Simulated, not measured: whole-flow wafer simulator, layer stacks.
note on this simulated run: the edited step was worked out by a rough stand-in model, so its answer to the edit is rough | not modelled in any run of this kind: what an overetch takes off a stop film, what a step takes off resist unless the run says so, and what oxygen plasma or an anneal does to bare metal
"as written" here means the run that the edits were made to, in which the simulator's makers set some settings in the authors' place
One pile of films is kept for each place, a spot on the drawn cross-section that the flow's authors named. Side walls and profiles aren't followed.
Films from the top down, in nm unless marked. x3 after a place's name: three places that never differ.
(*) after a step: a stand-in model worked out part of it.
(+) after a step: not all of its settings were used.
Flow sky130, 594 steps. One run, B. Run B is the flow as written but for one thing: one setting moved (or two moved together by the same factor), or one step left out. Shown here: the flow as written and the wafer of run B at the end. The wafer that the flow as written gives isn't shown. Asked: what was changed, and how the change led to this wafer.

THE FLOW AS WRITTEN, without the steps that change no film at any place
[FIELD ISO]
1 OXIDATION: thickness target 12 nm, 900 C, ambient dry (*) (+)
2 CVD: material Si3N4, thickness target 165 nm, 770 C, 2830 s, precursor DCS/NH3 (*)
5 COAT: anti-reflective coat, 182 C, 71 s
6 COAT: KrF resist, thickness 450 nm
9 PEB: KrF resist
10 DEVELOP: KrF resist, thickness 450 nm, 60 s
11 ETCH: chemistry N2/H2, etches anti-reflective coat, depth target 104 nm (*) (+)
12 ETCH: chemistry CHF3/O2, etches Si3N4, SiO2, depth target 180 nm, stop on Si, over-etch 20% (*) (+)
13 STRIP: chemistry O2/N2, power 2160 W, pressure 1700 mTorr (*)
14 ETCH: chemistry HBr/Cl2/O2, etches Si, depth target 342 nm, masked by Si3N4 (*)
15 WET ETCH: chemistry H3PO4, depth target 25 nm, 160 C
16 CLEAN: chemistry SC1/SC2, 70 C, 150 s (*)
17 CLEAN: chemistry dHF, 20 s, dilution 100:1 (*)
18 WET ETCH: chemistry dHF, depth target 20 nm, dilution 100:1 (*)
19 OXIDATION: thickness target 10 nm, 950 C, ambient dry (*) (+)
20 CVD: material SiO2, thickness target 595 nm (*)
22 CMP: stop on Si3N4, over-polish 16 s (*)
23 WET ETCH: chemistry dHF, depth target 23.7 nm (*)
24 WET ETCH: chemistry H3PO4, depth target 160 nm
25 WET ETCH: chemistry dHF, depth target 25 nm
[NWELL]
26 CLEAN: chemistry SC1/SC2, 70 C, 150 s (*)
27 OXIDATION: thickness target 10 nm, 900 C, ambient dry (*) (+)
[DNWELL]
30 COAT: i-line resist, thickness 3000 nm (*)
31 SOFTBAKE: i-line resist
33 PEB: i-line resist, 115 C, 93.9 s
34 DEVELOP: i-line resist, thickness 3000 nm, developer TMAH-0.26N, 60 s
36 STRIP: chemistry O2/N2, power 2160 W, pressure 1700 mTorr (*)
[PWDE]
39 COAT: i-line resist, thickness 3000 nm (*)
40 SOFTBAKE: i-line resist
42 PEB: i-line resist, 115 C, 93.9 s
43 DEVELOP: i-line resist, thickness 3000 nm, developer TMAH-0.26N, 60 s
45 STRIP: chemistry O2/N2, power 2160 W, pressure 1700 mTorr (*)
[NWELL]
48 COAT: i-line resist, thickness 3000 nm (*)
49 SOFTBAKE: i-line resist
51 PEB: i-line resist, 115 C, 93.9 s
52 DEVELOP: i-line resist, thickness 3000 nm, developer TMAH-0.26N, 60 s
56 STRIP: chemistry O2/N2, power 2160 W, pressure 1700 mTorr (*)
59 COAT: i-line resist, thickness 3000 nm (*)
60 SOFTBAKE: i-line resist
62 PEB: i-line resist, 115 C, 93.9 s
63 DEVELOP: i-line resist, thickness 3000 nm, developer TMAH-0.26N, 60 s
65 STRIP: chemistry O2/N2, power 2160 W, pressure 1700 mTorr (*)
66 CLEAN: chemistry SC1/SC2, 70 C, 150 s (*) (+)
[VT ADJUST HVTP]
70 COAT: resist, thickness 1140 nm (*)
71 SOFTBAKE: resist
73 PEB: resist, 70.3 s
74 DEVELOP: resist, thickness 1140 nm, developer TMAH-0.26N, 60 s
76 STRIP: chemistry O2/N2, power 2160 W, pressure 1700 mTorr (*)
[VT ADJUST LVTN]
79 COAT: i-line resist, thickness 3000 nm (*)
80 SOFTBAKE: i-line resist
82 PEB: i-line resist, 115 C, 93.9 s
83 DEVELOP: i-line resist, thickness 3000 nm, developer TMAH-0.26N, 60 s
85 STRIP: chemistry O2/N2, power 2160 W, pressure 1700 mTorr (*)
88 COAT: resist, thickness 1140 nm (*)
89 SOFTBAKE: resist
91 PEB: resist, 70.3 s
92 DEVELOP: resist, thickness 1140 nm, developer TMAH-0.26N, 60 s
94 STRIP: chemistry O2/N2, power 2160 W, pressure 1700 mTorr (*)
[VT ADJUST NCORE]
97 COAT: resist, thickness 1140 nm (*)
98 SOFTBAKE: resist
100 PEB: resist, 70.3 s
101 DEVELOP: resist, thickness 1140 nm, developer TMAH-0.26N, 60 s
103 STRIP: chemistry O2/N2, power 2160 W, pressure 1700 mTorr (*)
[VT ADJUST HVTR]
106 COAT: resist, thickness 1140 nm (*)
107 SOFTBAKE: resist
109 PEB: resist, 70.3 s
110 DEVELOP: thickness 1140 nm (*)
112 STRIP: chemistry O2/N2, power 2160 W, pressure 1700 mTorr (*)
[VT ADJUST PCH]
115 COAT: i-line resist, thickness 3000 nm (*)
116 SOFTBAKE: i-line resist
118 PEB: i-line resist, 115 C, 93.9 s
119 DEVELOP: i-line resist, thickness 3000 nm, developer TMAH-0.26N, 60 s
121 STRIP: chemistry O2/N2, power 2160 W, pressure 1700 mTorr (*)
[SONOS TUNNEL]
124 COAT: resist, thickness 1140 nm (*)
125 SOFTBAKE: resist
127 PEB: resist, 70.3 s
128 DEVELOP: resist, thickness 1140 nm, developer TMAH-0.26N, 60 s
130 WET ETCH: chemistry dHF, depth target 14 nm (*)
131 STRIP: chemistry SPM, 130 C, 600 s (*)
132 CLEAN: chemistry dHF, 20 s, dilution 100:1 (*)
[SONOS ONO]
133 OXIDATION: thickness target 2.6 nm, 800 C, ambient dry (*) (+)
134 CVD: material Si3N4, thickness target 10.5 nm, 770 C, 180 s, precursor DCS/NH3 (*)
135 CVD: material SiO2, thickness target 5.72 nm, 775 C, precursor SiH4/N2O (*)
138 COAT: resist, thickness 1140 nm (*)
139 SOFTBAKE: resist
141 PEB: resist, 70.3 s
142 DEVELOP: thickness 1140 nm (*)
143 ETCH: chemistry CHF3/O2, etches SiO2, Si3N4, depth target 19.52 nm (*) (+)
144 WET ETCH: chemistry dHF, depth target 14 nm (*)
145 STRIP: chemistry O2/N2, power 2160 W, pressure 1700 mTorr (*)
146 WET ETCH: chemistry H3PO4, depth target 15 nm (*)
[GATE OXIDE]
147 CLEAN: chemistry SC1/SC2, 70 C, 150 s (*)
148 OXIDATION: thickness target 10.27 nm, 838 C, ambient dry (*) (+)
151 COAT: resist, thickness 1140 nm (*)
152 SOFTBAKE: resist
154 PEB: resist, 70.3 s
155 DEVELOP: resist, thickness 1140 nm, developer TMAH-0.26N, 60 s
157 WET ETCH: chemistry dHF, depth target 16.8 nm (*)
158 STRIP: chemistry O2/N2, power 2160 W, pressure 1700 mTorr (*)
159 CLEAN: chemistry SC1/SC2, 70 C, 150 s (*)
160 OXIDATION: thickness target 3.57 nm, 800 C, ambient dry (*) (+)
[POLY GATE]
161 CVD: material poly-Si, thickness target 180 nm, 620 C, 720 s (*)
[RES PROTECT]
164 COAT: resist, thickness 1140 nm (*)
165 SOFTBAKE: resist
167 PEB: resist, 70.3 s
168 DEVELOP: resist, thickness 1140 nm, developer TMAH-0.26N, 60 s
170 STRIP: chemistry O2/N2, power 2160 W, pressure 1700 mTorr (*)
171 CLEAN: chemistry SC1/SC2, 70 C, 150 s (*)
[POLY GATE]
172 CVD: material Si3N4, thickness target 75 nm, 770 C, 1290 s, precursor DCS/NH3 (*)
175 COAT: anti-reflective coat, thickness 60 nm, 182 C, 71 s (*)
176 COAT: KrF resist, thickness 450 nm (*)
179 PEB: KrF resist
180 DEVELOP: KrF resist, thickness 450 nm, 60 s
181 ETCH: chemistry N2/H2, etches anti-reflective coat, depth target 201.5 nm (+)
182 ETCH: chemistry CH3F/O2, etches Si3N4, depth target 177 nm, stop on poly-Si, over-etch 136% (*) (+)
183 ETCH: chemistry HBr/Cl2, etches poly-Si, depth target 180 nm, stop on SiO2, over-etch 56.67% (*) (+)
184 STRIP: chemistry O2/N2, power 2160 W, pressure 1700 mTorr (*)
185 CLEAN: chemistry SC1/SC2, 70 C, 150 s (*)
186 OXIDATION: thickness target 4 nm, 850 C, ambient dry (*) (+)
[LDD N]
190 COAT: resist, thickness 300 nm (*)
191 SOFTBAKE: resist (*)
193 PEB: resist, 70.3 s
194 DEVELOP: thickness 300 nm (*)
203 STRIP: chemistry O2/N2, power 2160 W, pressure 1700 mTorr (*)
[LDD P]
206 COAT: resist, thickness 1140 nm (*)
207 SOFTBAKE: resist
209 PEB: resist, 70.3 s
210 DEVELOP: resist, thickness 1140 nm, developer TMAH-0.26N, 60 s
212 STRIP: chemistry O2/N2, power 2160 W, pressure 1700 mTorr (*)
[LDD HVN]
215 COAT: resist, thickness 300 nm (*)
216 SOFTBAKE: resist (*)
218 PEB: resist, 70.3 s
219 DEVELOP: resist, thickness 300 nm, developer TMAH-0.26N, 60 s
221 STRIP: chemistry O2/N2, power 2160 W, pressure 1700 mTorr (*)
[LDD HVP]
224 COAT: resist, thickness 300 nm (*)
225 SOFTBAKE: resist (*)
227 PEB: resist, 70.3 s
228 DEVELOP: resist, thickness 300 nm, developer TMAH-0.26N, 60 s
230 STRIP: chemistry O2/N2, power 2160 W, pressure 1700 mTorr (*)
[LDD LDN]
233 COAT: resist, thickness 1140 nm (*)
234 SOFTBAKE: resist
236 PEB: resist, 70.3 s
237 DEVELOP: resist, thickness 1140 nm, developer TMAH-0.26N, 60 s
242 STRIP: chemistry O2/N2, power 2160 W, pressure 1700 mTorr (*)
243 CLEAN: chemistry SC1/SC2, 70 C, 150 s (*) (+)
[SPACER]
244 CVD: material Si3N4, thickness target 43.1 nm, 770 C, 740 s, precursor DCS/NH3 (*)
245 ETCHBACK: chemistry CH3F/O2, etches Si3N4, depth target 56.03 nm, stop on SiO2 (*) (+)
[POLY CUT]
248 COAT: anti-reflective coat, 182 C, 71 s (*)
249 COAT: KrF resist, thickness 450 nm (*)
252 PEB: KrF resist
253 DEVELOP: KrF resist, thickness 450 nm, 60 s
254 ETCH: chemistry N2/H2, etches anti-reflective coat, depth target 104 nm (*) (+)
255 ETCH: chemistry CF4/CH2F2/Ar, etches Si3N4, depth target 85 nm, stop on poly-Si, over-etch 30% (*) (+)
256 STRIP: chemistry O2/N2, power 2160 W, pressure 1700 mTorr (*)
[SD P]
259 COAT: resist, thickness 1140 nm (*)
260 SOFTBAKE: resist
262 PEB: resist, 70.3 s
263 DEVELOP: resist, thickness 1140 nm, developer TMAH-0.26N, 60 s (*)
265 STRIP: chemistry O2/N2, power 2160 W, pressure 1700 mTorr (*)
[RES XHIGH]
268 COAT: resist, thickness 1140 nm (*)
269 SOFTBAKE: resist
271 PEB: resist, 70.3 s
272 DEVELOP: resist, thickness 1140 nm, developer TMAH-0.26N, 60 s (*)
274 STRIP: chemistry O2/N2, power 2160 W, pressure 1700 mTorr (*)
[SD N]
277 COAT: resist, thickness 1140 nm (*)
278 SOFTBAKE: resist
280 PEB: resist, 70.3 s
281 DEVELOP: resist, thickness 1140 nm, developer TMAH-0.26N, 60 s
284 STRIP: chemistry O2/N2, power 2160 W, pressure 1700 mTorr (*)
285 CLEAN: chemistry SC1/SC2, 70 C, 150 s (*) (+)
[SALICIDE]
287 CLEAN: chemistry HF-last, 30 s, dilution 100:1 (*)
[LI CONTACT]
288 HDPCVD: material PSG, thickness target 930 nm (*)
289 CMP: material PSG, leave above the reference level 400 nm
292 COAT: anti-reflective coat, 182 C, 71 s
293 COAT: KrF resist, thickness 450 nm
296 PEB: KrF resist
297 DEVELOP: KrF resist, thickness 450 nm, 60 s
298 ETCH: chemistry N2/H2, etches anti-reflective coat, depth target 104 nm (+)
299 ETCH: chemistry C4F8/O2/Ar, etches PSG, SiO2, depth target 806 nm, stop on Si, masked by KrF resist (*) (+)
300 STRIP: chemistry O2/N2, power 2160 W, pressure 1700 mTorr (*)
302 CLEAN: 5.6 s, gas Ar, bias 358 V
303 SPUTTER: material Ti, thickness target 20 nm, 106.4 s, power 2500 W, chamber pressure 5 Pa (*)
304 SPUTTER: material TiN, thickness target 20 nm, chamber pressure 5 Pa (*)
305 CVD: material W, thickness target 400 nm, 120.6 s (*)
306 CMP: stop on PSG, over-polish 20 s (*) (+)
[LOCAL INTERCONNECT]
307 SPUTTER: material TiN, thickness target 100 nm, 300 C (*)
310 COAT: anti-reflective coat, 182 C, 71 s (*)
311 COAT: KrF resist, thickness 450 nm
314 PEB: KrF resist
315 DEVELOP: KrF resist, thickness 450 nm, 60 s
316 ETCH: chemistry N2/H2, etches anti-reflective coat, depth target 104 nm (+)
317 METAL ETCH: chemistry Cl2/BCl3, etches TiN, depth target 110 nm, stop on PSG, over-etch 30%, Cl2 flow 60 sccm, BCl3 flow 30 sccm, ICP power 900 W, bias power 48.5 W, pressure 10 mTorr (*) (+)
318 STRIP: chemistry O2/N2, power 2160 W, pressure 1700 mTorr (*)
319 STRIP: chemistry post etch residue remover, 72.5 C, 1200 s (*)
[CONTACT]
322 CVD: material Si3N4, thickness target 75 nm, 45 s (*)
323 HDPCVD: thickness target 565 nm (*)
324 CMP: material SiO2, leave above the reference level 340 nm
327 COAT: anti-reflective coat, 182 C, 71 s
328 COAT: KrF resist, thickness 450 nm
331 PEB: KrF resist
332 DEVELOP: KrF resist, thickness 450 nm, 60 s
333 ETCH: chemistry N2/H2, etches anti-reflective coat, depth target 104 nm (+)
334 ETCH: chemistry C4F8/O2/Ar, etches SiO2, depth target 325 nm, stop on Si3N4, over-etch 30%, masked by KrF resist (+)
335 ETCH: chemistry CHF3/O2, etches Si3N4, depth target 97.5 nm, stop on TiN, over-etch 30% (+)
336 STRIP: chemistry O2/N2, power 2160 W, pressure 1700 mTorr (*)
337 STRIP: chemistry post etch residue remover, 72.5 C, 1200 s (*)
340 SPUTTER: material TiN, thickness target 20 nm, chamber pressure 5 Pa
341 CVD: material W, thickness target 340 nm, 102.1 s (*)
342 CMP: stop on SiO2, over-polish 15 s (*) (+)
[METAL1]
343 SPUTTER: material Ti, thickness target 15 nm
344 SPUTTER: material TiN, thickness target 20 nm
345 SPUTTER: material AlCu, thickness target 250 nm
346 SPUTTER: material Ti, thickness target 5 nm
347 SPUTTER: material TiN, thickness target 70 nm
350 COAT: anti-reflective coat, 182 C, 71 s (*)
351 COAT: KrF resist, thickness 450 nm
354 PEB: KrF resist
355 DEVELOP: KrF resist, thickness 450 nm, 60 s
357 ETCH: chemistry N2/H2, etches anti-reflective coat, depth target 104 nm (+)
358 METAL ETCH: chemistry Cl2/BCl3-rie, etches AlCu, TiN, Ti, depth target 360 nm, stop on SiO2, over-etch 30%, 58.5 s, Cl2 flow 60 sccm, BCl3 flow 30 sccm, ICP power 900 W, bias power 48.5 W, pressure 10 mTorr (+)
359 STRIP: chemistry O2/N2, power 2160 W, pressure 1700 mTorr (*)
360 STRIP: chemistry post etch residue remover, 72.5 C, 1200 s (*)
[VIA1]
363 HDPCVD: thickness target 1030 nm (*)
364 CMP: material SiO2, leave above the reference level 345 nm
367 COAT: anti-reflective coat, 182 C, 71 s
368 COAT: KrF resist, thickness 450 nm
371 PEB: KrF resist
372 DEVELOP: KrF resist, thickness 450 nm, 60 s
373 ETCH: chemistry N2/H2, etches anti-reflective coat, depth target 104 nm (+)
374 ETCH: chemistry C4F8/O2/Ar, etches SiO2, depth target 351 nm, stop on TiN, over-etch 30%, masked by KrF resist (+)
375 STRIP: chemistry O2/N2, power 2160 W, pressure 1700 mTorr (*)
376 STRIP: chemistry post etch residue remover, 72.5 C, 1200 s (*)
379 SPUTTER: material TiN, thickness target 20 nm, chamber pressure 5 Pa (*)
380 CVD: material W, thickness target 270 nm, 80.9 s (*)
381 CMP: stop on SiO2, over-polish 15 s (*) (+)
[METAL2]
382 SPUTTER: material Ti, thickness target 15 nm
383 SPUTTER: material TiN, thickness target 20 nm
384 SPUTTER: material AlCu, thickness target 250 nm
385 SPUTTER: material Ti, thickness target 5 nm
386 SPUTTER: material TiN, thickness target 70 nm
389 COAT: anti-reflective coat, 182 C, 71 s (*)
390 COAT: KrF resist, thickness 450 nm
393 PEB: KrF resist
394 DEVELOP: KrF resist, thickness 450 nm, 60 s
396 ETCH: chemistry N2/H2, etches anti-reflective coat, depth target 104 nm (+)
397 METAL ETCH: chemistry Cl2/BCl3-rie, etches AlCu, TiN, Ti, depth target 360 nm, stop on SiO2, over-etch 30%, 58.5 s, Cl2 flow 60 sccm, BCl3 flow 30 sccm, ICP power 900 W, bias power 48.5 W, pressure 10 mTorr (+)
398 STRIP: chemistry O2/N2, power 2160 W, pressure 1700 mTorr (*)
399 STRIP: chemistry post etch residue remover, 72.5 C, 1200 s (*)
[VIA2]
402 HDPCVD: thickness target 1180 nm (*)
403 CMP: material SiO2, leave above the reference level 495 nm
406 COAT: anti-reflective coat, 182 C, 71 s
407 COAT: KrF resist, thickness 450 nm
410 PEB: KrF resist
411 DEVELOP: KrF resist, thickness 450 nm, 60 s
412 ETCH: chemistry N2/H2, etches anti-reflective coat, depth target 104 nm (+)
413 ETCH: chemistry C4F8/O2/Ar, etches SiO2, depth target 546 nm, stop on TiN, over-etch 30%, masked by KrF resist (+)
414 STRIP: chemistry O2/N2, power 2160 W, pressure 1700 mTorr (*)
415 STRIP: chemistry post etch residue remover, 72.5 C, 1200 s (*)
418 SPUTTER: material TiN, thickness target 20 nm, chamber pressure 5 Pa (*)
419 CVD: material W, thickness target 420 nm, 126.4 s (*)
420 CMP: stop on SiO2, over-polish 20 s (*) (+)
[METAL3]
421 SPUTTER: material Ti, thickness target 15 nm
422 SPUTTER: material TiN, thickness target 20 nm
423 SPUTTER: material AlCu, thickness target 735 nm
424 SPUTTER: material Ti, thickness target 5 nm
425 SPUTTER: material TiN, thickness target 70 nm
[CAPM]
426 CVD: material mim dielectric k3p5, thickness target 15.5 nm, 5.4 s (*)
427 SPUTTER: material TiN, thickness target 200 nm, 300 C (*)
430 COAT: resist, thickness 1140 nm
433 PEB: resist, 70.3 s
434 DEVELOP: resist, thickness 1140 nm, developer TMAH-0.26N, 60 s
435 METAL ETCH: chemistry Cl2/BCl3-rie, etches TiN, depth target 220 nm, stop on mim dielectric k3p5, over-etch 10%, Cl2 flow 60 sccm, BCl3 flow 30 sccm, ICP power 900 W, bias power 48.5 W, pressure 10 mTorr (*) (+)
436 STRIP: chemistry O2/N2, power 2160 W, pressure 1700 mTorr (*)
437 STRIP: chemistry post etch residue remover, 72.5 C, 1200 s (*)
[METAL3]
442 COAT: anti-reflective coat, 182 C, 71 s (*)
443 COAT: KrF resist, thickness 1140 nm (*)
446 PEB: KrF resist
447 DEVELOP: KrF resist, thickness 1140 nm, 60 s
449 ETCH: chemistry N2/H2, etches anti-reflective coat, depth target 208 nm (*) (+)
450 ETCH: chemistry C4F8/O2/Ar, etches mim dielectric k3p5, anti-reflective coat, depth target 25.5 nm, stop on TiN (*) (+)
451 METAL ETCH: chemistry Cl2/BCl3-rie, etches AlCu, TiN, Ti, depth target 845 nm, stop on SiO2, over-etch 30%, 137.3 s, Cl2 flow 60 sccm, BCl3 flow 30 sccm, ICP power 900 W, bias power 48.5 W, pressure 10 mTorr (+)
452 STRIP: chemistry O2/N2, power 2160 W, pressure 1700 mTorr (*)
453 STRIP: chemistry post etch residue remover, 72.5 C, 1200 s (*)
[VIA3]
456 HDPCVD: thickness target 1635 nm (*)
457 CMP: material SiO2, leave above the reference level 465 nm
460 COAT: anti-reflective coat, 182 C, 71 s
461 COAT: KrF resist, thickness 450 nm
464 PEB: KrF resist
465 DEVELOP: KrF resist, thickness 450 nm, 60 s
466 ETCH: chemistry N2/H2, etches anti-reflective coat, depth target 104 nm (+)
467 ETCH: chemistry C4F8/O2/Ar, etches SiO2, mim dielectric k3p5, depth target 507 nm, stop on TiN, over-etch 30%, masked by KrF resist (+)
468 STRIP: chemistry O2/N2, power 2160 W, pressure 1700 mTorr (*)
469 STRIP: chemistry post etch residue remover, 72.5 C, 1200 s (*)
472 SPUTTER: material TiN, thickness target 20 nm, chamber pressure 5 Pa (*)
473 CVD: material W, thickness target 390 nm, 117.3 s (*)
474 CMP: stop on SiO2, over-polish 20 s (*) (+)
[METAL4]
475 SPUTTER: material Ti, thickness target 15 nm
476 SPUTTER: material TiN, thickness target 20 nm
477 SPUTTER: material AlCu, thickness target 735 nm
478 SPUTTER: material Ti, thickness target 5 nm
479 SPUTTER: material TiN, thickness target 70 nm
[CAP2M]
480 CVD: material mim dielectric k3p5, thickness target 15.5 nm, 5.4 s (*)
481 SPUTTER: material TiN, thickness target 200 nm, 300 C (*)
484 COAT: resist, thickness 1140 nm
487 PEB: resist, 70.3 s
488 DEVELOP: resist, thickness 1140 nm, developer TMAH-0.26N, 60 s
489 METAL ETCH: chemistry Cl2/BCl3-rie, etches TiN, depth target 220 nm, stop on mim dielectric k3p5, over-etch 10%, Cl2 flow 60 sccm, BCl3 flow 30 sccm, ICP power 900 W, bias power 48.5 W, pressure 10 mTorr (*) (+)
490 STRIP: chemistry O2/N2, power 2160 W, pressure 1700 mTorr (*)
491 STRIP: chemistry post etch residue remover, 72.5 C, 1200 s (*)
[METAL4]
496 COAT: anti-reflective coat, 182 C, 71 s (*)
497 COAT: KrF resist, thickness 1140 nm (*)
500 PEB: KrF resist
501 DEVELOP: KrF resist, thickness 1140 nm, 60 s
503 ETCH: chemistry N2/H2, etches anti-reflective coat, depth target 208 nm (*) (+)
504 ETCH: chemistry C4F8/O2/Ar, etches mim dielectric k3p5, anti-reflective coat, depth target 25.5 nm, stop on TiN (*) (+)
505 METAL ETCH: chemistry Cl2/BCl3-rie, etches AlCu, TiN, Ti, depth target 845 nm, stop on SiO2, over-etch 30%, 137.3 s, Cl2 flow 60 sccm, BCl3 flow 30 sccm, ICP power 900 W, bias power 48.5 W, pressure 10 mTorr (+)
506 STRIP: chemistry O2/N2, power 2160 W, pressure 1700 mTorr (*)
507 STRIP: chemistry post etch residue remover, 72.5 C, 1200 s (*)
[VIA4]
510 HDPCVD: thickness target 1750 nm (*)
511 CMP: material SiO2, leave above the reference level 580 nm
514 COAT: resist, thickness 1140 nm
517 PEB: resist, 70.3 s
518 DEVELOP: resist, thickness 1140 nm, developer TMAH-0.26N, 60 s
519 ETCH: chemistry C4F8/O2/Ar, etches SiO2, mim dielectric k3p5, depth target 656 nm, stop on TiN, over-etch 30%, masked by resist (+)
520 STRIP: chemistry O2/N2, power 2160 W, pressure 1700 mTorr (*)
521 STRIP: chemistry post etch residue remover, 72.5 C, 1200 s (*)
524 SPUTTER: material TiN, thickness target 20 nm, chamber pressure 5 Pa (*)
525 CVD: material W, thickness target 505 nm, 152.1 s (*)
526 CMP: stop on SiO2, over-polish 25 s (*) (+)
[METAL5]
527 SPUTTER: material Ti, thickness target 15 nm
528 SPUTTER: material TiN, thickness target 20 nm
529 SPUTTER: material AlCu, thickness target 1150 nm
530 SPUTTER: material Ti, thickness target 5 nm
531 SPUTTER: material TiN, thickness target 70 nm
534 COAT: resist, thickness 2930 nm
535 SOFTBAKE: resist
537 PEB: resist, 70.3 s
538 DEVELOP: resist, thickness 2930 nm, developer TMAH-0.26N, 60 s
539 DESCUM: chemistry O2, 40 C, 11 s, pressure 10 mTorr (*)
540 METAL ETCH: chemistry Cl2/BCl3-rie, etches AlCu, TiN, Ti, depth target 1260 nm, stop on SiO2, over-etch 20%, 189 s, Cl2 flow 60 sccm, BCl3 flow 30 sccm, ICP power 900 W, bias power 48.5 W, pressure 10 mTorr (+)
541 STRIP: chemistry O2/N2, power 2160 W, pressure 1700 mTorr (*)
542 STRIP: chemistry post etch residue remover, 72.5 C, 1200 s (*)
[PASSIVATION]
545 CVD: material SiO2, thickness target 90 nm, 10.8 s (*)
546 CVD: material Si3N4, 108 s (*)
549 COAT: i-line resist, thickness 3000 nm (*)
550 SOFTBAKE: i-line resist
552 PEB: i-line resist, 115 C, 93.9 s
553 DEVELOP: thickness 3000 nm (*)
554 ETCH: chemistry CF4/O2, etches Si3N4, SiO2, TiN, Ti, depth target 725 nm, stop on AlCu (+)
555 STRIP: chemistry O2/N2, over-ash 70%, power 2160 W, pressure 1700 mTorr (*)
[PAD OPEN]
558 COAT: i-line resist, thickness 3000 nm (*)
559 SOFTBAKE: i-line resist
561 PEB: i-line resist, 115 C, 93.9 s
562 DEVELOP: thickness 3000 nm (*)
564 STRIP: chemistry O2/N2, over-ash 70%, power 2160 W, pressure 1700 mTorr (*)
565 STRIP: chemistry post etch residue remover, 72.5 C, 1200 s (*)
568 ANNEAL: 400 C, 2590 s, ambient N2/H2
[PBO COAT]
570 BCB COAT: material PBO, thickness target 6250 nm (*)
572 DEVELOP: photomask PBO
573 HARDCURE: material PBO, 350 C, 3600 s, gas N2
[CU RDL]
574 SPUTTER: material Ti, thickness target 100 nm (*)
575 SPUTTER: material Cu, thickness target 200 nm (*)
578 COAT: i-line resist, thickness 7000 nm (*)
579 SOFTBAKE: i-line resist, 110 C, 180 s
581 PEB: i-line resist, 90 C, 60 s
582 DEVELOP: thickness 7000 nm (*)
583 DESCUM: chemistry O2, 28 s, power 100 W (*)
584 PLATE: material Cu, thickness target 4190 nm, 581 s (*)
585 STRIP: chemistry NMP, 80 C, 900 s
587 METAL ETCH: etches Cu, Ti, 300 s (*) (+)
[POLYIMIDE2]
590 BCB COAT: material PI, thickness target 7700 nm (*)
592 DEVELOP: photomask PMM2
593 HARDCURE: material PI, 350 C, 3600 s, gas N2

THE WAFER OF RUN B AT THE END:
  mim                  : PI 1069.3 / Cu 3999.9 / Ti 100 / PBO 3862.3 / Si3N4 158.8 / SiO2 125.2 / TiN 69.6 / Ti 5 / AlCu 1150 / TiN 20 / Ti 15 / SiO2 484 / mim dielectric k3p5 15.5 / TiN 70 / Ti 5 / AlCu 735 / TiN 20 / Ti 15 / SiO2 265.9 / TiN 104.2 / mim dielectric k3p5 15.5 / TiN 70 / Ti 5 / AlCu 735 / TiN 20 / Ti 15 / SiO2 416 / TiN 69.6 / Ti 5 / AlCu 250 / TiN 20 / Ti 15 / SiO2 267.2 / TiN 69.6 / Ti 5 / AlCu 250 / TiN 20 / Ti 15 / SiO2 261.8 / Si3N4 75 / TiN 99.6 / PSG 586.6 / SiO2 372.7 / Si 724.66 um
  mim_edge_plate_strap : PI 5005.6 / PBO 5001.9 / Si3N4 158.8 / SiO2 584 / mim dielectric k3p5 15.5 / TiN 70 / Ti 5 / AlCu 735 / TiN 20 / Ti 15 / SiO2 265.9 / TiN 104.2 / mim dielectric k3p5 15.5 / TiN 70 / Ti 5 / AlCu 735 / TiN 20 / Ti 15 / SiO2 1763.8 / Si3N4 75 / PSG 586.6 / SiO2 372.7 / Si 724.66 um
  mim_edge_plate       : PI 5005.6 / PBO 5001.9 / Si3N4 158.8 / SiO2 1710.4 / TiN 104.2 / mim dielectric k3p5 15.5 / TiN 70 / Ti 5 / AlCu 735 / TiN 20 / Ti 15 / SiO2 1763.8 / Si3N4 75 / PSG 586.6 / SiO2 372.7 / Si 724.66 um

The cause: step 427, SPUTTER: thickness target 105 nm was run, where the flow has thickness target 200 nm.

How the change led to this, step by step:
  427 SPUTTER: material TiN, thickness target 200 nm, 300 C (*)
      field, active, n_well and 188 more: TiN +105 (new film) (as written it would be: TiN +200 (new film))
  435 METAL ETCH: chemistry Cl2/BCl3-rie, etches TiN, depth target 220 nm, stop on mim dielectric k3p5, over-etch 10%, Cl2 flow 60 sccm, BCl3 flow 30 sccm, ICP power 900 W, bias power 48.5 W, pressure 10 mTorr (*) (+)
      field, active, n_well and 185 more: TiN -105 (all of it) (as written it would be: TiN -200 (all of it))
      mim, mim_edge_plate_strap, mim_edge_plate: resist -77 (as written it would be: resist -146.7)
  436 STRIP: chemistry O2/N2, power 2160 W, pressure 1700 mTorr (*)
      mim, mim_edge_plate_strap, mim_edge_plate: resist -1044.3 (all of it) (as written it would be: resist -974.6 (all of it))
  442 COAT: anti-reflective coat, 182 C, 71 s (*)
      poly_licon, rpo_hd_licon: anti-reflective coat +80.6 (new film) (as written it would be: anti-reflective coat +57.6 (new film))
      mim: anti-reflective coat +31.2 (new film) (as written it would be: anti-reflective coat +40.4 (new film))
      (and at 8 more places)
  443 COAT: KrF resist, thickness 1140 nm (*)
      mim_edge_plate_strap, mim_edge_plate: KrF resist +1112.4 (new film) (as written it would be: KrF resist +1017.4 (new film))
      poly_licon, rpo_hd_licon: KrF resist +1145.5 (new film) (as written it would be: KrF resist +1171.3 (new film))
      (and at 3 more places)
  447 DEVELOP: KrF resist, thickness 1140 nm, 60 s
      poly_licon, rpo_hd_licon: KrF resist -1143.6 (all of it) (as written it would be: KrF resist -1169.3 (all of it))
      rxpo_ln: KrF resist -1138.3 (all of it) (as written it would be: KrF resist -1165.6 (all of it))
  449 ETCH: chemistry N2/H2, etches anti-reflective coat, depth target 208 nm (*) (+)
      poly_licon, rpo_hd_licon: anti-reflective coat -80.6 (all of it) (as written it would be: anti-reflective coat -57.6 (all of it))
      rpo_hd: anti-reflective coat -77.3 (all of it) (as written it would be: anti-reflective coat -62 (all of it))
      (and at 2 more places)
  452 STRIP: chemistry O2/N2, power 2160 W, pressure 1700 mTorr (*)
      mim_edge_plate_strap, mim_edge_plate: KrF resist -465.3 (all of it), anti-reflective coat -3 (all of it) (as written it would be: KrF resist -370.5 (all of it), anti-reflective coat -3 (all of it))
      mim: KrF resist -455.2 (all of it), anti-reflective coat -31.2 (all of it) (as written it would be: KrF resist -378.7 (all of it), anti-reflective coat -40.4 (all of it))
      (and at 5 more places)
  457 CMP: material SiO2, leave above the reference level 465 nm
      mim, mim_edge_plate_strap, mim_edge_plate: SiO2 -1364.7 (as written it would be: SiO2 -1459.7)
